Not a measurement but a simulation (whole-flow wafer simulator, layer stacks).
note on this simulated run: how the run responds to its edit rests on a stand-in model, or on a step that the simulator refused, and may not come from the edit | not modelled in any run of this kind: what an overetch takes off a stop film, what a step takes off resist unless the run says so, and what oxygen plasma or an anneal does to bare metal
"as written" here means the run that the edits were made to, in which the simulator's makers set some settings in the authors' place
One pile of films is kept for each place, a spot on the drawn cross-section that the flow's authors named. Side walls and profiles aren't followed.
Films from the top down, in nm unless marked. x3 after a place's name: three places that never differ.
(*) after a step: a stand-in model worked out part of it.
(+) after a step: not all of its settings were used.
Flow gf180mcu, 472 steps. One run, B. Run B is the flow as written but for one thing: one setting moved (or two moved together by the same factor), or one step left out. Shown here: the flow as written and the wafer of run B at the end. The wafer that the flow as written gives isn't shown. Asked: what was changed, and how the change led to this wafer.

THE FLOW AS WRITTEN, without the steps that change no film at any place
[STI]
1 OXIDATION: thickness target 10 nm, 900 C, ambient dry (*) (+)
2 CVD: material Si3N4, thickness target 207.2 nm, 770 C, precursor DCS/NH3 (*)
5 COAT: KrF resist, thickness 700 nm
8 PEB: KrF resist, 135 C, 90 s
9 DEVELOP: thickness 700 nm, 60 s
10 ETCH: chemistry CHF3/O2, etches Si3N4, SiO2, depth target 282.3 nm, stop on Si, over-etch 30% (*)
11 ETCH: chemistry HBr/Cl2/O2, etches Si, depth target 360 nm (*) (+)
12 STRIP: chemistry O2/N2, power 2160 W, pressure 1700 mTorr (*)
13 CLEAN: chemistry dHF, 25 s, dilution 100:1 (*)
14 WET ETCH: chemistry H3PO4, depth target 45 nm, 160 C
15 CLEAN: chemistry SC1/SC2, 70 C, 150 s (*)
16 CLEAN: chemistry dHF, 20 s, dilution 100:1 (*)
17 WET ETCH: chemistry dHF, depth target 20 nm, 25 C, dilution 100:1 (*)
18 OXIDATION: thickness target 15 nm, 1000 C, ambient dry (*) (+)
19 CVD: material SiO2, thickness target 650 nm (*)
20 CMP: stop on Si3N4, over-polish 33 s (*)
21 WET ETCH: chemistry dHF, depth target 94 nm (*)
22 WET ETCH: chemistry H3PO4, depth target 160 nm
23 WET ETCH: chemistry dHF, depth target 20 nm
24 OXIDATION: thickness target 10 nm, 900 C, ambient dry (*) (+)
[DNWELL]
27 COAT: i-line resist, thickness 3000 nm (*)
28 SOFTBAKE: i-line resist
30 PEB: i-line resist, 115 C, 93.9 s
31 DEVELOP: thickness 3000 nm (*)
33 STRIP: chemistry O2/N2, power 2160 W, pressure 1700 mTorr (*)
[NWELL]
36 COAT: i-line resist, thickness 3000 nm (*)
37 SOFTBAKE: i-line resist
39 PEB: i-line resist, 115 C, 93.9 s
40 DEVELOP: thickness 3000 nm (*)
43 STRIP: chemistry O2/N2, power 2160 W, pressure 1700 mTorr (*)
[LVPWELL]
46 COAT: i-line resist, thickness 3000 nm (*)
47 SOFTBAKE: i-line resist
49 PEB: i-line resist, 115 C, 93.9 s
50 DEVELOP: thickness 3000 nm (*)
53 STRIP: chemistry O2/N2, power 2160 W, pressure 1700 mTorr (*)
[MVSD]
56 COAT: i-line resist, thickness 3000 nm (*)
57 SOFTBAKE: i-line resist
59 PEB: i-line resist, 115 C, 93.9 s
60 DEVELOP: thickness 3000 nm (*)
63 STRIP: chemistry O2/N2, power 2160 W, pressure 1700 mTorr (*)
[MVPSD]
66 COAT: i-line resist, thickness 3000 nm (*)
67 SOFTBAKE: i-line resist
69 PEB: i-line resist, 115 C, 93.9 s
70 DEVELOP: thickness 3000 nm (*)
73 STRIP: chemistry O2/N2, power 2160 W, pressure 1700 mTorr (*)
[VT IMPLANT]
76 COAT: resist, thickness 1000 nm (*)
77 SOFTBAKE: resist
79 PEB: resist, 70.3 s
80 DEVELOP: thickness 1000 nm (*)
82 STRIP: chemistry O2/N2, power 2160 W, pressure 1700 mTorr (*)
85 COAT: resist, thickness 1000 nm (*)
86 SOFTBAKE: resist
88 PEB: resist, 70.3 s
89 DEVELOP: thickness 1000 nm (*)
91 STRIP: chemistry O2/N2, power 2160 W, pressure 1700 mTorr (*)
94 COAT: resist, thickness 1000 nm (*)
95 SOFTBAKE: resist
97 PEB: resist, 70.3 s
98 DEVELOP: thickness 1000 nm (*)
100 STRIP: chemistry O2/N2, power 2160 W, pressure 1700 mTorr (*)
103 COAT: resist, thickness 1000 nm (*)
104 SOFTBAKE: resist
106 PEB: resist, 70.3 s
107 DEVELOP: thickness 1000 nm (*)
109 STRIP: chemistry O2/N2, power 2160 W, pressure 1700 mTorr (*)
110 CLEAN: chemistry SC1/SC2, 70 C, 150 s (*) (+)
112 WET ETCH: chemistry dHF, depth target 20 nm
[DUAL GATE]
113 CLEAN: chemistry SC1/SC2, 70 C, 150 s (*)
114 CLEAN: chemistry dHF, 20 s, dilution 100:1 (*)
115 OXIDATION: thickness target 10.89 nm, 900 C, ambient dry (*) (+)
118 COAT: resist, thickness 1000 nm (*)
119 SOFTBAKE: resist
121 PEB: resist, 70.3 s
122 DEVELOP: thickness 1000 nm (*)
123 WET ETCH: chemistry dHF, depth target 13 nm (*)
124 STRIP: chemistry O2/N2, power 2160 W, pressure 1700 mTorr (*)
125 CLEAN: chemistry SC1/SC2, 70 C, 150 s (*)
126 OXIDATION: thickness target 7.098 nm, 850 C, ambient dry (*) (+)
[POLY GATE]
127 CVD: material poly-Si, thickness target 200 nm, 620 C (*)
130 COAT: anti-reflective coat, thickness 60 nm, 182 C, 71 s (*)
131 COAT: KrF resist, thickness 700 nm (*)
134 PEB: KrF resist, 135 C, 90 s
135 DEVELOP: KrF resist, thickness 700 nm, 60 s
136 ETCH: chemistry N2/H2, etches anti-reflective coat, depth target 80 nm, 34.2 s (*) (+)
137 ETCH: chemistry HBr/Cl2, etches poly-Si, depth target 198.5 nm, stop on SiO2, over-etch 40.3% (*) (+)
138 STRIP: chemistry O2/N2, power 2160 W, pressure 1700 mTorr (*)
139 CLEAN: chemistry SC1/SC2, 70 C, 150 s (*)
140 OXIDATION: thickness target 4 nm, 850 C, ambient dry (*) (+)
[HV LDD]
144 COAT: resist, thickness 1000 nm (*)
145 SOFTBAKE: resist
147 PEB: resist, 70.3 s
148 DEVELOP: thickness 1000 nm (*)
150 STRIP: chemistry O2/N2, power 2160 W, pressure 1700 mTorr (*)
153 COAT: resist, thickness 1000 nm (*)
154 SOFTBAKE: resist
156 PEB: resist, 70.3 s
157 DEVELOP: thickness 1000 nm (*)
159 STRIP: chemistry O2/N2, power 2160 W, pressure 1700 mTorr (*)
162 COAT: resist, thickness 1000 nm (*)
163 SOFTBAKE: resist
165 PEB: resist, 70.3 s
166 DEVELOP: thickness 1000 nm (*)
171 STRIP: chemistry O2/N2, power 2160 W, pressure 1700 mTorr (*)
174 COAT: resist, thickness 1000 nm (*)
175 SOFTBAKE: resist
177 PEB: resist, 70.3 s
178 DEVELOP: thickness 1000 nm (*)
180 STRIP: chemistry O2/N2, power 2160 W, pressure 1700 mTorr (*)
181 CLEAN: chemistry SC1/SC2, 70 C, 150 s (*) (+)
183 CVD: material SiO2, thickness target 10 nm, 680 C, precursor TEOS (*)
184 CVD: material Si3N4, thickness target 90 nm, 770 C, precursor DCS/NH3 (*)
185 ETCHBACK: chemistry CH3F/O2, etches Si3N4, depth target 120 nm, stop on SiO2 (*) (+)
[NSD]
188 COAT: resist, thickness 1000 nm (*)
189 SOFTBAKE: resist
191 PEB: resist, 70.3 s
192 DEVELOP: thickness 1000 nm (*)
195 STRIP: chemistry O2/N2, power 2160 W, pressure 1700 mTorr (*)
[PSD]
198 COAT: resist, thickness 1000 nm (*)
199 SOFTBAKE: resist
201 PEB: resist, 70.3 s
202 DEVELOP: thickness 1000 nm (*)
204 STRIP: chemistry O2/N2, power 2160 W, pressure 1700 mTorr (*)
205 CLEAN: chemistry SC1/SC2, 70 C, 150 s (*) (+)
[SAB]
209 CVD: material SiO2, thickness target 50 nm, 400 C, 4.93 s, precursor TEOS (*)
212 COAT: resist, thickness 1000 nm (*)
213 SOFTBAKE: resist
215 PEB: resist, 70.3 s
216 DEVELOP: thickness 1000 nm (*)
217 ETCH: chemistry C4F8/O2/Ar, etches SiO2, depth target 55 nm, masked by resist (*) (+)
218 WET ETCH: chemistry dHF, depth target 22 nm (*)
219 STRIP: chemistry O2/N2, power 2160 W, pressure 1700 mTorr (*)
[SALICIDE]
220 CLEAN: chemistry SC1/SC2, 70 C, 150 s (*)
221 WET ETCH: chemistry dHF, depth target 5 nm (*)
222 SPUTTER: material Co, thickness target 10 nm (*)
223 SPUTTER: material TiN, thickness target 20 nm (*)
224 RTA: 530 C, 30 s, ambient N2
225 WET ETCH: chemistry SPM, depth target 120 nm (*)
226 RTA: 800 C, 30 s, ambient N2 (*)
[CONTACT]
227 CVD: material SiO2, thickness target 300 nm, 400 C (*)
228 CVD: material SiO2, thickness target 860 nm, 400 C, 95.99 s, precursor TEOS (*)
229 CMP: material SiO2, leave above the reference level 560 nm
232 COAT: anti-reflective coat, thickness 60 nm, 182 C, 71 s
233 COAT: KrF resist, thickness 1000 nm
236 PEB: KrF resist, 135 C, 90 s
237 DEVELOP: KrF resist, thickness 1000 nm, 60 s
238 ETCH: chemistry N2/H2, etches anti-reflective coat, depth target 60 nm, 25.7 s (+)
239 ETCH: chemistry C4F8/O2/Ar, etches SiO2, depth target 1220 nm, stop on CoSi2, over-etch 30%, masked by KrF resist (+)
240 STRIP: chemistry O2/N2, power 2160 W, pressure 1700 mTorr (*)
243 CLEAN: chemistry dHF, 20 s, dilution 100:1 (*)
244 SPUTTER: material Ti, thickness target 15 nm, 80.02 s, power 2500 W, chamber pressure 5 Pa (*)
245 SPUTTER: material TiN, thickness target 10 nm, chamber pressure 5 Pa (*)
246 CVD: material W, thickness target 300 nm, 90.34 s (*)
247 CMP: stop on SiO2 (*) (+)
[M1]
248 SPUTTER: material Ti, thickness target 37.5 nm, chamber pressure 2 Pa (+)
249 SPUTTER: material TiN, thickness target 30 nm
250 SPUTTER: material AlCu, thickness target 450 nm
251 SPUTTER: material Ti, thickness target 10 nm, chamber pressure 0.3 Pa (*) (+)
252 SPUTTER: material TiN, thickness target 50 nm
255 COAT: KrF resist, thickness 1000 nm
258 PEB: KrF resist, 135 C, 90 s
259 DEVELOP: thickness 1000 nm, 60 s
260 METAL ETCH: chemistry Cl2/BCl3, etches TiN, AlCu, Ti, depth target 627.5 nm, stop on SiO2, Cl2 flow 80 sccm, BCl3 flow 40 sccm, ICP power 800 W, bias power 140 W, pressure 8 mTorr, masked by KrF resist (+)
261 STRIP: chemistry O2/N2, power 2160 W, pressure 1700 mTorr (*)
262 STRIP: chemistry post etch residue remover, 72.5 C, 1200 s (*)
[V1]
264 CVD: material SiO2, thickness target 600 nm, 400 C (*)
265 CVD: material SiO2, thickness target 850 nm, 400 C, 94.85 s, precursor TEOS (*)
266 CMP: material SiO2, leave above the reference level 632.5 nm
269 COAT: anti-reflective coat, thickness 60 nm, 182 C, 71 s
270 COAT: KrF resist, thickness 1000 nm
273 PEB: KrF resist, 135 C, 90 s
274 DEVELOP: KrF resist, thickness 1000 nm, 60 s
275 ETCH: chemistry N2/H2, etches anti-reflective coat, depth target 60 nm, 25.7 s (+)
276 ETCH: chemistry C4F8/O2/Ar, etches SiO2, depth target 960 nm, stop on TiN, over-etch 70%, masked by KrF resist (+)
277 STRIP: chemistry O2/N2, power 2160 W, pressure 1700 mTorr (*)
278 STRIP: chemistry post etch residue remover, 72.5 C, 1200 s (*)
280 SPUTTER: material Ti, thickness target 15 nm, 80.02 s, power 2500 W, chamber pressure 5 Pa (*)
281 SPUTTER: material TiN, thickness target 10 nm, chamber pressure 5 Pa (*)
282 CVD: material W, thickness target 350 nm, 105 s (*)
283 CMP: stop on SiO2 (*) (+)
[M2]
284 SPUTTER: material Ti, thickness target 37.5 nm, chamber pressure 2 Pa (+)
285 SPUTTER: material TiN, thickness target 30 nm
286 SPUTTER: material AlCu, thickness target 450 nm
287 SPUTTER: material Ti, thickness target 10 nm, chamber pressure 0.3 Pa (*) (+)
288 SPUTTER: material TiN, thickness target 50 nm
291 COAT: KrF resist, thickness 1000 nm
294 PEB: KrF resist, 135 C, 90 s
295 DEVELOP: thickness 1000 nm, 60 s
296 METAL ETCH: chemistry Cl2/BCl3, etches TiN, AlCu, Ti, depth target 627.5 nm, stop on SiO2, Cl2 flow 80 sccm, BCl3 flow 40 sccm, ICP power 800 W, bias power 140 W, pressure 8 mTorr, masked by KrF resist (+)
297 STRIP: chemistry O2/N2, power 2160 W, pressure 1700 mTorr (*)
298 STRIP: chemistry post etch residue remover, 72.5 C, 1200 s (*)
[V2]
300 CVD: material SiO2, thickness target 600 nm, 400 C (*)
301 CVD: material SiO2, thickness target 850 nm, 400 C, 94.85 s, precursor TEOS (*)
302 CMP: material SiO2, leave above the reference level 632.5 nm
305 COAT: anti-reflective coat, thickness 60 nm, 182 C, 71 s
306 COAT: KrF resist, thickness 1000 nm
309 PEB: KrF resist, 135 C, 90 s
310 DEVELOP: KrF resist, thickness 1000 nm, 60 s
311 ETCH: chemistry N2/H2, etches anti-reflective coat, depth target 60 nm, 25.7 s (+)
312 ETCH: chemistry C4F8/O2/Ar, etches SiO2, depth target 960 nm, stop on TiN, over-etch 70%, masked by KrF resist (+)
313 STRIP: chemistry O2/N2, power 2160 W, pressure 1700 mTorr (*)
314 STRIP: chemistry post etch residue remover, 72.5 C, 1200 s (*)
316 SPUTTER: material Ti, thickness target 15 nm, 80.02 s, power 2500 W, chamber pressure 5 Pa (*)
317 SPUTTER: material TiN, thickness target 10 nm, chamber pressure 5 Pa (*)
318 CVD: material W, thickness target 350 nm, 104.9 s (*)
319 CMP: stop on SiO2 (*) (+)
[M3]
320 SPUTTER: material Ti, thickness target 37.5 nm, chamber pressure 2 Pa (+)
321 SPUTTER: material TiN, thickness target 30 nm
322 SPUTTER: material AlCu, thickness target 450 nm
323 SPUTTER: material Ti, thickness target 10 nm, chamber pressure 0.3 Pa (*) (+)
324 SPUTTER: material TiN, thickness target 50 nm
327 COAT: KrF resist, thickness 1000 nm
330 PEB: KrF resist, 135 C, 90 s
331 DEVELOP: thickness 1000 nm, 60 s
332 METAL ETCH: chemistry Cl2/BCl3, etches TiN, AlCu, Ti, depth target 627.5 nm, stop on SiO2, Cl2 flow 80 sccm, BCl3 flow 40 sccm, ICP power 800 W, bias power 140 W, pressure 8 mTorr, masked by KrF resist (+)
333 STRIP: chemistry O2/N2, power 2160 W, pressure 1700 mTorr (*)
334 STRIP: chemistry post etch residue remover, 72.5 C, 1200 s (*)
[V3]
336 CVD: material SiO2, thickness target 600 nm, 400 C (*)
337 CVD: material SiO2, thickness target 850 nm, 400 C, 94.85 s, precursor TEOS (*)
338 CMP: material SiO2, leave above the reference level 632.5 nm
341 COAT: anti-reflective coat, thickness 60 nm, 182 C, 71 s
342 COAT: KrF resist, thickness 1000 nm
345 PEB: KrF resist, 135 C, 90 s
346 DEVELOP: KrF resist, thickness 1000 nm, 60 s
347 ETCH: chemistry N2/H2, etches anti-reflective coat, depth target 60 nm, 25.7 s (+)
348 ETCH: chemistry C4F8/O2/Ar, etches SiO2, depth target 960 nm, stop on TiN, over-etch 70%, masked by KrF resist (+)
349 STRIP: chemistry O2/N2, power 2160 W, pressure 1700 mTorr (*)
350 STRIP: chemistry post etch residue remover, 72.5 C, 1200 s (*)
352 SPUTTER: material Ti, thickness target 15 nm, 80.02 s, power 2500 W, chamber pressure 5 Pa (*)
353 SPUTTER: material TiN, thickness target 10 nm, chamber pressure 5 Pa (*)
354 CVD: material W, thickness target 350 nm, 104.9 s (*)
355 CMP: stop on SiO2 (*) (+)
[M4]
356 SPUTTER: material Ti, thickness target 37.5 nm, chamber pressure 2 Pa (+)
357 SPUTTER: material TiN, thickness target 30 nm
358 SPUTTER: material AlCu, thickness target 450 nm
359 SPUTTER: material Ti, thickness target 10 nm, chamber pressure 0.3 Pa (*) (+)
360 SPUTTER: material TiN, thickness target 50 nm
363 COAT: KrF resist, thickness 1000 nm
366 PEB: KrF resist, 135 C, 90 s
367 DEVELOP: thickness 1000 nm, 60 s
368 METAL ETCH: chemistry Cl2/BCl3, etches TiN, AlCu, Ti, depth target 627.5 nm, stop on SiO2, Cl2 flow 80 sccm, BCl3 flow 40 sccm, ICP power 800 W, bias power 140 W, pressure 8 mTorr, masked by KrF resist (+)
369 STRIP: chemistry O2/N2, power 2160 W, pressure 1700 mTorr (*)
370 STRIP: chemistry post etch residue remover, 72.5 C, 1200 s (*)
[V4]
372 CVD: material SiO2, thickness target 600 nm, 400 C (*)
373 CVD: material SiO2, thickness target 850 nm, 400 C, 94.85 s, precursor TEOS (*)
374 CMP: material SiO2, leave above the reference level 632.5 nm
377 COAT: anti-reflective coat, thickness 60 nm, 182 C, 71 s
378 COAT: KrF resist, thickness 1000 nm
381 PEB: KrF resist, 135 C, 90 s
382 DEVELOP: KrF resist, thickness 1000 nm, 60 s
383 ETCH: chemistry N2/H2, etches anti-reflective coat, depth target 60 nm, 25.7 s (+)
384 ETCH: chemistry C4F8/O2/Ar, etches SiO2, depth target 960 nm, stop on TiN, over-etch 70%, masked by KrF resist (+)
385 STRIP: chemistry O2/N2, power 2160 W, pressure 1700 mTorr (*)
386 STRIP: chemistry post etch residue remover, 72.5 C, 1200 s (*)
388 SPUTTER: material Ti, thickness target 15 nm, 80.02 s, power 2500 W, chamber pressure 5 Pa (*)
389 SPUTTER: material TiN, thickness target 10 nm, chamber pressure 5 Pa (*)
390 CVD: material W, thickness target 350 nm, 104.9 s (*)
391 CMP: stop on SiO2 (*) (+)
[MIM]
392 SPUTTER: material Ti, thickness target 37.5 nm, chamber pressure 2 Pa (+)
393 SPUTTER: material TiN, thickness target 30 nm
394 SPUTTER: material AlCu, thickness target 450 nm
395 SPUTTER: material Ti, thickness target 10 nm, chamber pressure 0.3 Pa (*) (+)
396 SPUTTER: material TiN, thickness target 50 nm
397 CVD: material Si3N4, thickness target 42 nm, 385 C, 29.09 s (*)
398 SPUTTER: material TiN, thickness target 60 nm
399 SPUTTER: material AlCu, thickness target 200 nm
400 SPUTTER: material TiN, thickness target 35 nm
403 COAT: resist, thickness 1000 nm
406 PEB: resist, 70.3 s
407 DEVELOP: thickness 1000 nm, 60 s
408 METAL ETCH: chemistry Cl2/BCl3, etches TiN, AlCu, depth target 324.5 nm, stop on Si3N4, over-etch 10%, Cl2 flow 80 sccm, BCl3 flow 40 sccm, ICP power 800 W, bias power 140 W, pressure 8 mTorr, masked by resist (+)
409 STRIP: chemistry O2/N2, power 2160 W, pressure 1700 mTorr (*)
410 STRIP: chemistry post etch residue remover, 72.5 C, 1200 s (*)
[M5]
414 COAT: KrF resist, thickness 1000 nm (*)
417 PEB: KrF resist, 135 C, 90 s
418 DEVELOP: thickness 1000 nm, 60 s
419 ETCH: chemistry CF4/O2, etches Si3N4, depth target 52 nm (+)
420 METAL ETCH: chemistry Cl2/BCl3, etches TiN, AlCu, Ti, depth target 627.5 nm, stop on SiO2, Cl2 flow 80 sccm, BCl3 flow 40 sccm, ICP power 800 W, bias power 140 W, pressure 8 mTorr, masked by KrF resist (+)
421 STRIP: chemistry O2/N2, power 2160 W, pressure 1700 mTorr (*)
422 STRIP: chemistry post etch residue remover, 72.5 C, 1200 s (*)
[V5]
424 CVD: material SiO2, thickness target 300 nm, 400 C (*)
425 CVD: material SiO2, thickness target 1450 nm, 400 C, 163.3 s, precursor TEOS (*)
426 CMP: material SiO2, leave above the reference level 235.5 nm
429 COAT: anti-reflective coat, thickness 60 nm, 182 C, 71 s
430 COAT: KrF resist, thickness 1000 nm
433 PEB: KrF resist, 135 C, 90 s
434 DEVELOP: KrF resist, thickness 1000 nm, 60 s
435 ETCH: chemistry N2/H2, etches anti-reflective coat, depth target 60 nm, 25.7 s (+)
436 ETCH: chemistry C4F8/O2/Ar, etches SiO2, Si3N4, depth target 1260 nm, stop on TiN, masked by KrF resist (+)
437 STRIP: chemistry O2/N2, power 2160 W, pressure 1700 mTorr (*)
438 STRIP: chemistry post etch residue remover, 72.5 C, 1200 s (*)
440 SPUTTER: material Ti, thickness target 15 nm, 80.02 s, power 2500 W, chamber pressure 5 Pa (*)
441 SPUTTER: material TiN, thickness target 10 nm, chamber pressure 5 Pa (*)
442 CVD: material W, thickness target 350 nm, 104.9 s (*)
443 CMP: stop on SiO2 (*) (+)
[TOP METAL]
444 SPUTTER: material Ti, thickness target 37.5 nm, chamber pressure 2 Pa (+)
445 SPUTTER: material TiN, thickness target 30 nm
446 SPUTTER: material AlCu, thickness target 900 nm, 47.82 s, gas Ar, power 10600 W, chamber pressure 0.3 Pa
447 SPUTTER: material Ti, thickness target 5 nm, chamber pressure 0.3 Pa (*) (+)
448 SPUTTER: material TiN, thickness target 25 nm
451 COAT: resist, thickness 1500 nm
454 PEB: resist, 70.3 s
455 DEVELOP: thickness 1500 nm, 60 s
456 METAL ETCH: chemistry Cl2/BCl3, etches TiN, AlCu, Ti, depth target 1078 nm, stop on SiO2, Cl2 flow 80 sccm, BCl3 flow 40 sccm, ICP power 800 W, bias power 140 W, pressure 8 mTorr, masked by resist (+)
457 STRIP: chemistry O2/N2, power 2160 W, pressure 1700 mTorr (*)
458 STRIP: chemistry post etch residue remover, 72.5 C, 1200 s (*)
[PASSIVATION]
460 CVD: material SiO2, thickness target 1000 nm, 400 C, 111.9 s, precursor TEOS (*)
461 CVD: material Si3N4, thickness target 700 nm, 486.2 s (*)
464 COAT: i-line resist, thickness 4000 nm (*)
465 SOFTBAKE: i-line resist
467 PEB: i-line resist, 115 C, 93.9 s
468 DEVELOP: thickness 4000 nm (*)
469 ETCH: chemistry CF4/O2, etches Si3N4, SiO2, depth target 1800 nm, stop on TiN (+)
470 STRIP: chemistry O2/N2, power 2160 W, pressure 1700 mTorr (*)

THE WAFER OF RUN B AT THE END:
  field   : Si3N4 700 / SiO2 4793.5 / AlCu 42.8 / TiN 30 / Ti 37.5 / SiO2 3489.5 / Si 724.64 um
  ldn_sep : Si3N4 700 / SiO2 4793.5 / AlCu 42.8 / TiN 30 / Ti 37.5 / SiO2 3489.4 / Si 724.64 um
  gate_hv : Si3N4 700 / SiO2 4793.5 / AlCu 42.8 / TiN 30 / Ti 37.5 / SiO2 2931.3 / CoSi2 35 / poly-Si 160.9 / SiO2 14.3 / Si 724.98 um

The cause: step 322, SPUTTER: thickness target 616 nm was run, where the flow has thickness target 450 nm.

How the change led to this, step by step:
  322 SPUTTER: material AlCu, thickness target 450 nm
      field, field__w1, field__w2 and 108 more: AlCu +616 (new film) (as written it would be: AlCu +450 (new film))
  332 METAL ETCH: chemistry Cl2/BCl3, etches TiN, AlCu, Ti, depth target 627.5 nm, stop on SiO2, Cl2 flow 80 sccm, BCl3 flow 40 sccm, ICP power 800 W, bias power 140 W, pressure 8 mTorr, masked by KrF resist (+)
      field, field__w1, field__w2 and 103 more: TiN -50 (all of it), Ti -10 (all of it), AlCu -567.5 (as written it would be: TiN -50 (all of it), Ti -10 (all of it), AlCu -450 (all of it), TiN -30 (all of it), Ti -37.5 (all of it))
  334 STRIP: chemistry post etch residue remover, 72.5 C, 1200 s (*)
      field, field__w1, field__w2 and 103 more: AlCu -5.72 (as written it would be: nothing)
  336 CVD: material SiO2, thickness target 600 nm, 400 C (*)
      field, field__w1, field__w2 and 103 more: SiO2 +600 (new film) (as written it would be: SiO2 +600)
  338 CMP: material SiO2, leave above the reference level 632.5 nm
      field, field__w1, field__w2 and 103 more: SiO2 -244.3 (as written it would be: SiO2 -300)
Counting metal films that touch as one body, field has 1 body; the flow as written gives 0 bodies.
Counting metal films that touch as one body, ldn_sep has 1 body; the flow as written gives 0 bodies.
Counting metal films that touch as one body, gate_hv has 2 bodies (between them, from the top down: SiO2 2931.3); the flow as written gives 1 body.
